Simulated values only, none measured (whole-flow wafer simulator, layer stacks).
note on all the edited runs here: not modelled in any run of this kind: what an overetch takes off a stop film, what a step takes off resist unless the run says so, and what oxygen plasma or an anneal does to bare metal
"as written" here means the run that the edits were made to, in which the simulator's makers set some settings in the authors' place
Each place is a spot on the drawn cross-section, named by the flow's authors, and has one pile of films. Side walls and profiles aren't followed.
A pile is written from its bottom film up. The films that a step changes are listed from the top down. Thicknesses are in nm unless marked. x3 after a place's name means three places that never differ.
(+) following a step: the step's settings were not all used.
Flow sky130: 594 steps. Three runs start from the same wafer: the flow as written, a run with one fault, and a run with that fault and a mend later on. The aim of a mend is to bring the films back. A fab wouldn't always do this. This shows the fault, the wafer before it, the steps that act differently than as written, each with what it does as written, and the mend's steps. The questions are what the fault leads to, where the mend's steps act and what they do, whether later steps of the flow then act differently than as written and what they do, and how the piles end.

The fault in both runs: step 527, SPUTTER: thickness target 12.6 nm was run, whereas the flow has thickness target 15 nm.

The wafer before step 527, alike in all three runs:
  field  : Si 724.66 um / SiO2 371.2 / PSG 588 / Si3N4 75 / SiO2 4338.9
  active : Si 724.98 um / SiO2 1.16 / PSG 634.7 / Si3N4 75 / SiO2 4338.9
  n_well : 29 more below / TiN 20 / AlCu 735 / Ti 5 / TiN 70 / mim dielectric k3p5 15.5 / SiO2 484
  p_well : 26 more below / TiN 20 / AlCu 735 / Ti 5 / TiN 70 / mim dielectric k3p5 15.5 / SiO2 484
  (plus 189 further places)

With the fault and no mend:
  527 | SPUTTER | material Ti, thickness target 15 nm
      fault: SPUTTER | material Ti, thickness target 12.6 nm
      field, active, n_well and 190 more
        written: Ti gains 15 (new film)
        fault: Ti gains 12.6 (new film)
  Steps further on in the flow that do not act as written (21 more steps, not shown, differ only slightly: by at most 2% or 0.5 nm, whichever is larger):
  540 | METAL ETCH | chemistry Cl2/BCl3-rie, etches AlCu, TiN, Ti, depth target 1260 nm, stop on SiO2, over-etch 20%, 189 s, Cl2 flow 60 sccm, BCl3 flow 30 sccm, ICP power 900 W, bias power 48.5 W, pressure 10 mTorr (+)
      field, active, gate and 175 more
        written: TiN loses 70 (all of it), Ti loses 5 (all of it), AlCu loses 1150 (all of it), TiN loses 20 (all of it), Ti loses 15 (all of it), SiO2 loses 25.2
        fault: TiN loses 70 (all of it), Ti loses 5 (all of it), AlCu loses 1150 (all of it), TiN loses 20 (all of it), Ti loses 12.6 (all of it), SiO2 loses 25.4
  By the end, the piles at n_well, p_well, sd_n and 12 more depart from the flow's by more than 2% or 0.5 nm, whichever is larger.
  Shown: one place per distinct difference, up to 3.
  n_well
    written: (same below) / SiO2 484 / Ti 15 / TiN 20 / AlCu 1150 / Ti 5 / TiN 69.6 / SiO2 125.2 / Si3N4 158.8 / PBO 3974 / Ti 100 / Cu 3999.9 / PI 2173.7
    fault: (same below) / SiO2 484 / Ti 12.6 / TiN 20 / AlCu 1150 / Ti 5 / TiN 69.6 / SiO2 125.2 / Si3N4 158.8 / PBO 3975.8 / Ti 100 / Cu 3999.9 / PI 2174
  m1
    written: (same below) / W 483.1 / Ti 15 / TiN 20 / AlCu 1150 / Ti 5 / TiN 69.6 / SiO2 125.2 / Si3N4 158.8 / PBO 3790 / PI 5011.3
    fault: (same below) / W 483.1 / Ti 12.6 / TiN 20 / AlCu 1150 / Ti 5 / TiN 69.6 / SiO2 125.2 / Si3N4 158.8 / PBO 3792 / PI 5011.4
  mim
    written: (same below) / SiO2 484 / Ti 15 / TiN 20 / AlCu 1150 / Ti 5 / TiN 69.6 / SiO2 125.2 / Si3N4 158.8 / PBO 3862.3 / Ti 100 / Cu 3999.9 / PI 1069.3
    fault: (same below) / SiO2 484 / Ti 12.6 / TiN 20 / AlCu 1150 / Ti 5 / TiN 69.6 / SiO2 125.2 / Si3N4 158.8 / PBO 3864.1 / Ti 100 / Cu 3999.9 / PI 1069.5

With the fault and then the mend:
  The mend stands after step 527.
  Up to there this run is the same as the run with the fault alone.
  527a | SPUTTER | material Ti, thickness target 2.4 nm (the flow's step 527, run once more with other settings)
      field, active, n_well and 190 more
        Ti gains 2.4
  Every later step of the flow that is run acts as written at every place that is followed.
  At every place that both follow, the piles at the end match the flow's.
